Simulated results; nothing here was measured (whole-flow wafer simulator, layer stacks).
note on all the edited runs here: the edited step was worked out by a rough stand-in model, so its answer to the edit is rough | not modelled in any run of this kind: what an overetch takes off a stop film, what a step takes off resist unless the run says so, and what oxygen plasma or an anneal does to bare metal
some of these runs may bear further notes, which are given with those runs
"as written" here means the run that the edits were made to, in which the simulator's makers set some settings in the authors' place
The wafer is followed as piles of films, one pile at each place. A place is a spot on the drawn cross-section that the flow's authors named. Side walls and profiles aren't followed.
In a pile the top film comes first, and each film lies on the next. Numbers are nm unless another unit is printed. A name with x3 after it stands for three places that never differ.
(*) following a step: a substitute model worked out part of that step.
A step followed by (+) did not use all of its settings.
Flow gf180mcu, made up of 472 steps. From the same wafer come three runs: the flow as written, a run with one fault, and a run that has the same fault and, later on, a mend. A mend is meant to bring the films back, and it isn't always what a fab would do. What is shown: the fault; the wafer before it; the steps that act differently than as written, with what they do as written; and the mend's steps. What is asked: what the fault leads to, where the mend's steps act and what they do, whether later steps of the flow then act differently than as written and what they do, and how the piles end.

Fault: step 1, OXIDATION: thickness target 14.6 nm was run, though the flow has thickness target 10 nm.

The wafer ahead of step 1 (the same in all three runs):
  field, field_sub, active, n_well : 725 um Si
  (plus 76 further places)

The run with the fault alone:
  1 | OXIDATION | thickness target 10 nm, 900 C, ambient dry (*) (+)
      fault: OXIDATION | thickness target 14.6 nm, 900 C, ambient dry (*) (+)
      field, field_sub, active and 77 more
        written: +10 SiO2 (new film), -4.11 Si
        fault: +14.6 SiO2 (new film), -6.14 Si
  Steps later in the flow that act otherwise than as written (93 other steps are not shown; they differ only slightly, by no more than 2% or 0.5 nm, whichever is larger):
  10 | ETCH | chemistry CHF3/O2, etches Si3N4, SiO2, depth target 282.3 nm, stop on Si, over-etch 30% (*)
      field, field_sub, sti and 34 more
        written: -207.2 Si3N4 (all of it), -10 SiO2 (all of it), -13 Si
        fault: -207.2 Si3N4 (all of it), -14.6 SiO2 (all of it), -12.1 Si
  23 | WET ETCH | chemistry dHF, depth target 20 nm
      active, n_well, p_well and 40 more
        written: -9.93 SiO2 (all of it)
        fault: -14.5 SiO2 (all of it)
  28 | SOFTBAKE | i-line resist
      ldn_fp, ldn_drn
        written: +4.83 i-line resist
        fault: +5.38 i-line resist
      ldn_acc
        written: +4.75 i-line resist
        fault: +5.29 i-line resist
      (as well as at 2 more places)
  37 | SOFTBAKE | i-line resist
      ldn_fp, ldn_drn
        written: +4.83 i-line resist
        fault: +5.38 i-line resist
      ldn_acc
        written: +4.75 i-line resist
        fault: +5.29 i-line resist
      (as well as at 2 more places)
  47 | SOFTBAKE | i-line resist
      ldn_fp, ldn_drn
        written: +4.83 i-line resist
        fault: +5.38 i-line resist
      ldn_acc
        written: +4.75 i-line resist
        fault: +5.29 i-line resist
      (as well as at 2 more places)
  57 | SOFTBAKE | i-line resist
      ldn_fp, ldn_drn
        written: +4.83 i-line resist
        fault: +5.38 i-line resist
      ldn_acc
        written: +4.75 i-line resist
        fault: +5.29 i-line resist
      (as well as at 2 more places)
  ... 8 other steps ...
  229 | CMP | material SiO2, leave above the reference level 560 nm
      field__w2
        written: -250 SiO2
        fault: -255.6 SiO2
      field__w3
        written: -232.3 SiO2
        fault: -237.8 SiO2
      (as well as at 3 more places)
  The piles end different from the flow's at ld_sd_n by more than 2% or 0.5 nm, whichever is larger.
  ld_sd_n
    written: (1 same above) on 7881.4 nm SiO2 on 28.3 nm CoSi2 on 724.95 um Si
    fault: (1 same above) on 7881.4 nm SiO2 on 27.7 nm CoSi2 on 724.95 um Si

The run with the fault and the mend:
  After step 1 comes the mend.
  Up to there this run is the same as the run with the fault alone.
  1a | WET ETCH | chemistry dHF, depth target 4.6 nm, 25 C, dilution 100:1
      field, field_sub, active and 77 more
        -4.6 SiO2
  Later steps of the flow that are run all act as written at every place that is followed.
  When the end is reached, the piles differ only a little from the flow's at the places that both follow, at most by 2% or 0.5 nm, whichever is larger.
